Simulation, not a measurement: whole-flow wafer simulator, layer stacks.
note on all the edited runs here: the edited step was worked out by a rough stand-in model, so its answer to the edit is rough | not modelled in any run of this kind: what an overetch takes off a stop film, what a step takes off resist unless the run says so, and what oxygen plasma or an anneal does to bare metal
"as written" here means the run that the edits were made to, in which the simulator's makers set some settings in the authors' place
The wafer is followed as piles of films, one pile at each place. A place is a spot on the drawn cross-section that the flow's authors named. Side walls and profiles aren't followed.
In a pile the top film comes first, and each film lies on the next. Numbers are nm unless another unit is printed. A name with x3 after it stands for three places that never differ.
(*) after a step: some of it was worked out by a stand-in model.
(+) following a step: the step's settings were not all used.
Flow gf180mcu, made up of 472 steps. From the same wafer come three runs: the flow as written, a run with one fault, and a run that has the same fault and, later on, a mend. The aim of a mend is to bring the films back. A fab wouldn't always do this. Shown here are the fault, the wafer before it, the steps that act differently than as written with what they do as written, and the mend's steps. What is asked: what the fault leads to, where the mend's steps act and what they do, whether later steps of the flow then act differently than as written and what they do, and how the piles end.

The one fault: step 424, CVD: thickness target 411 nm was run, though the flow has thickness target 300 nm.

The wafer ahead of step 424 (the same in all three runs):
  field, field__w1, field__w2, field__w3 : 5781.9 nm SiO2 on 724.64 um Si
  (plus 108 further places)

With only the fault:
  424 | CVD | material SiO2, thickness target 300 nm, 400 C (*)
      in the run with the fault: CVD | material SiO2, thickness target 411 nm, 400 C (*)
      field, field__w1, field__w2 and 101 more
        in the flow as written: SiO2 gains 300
        in the run with the fault: SiO2 gains 411
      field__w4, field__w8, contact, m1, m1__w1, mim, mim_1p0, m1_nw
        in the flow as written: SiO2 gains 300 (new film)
        in the run with the fault: SiO2 gains 411 (new film)
  Steps later in the flow that act otherwise than as written (2 more steps, not shown, differ only slightly: by at most 2% or 0.5 nm, whichever is larger):
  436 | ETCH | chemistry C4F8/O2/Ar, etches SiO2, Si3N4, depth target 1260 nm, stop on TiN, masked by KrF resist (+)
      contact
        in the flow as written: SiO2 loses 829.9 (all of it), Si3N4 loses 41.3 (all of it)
        in the run with the fault: SiO2 loses 940.9 (all of it), Si3N4 loses 41.3 (all of it)
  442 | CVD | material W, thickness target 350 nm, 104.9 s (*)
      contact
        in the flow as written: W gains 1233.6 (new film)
        in the run with the fault: W gains 1345.4 (new film)
  At field__w4, field__w8, contact, m1, m1__w1, mim, mim_1p0, m1_nw, the piles at the end differ from the flow's by more than 2% or 0.5 nm, whichever is larger.
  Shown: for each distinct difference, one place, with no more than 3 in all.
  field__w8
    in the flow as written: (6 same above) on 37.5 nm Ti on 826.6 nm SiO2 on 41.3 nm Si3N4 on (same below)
    in the run with the fault: (6 same above) on 37.5 nm Ti on 937.6 nm SiO2 on 41.3 nm Si3N4 on (same below)
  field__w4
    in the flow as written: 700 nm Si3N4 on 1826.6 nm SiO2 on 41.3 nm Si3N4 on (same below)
    in the run with the fault: 700 nm Si3N4 on 1937.6 nm SiO2 on 41.3 nm Si3N4 on (same below)
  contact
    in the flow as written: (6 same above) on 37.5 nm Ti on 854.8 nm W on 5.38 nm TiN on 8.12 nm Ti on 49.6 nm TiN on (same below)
    in the run with the fault: (6 same above) on 37.5 nm Ti on 966.6 nm W on 5.05 nm TiN on 7.62 nm Ti on 49.6 nm TiN on (same below)

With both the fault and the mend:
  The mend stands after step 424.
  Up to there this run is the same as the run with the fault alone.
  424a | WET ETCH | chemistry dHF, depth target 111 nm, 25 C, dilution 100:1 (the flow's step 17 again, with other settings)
      field, field__w1, field__w2 and 109 more
        SiO2 loses 111
  Later steps of the flow that are run all act as written at every place that is followed.
  By the end, the piles equal the flow's at every place that both follow.
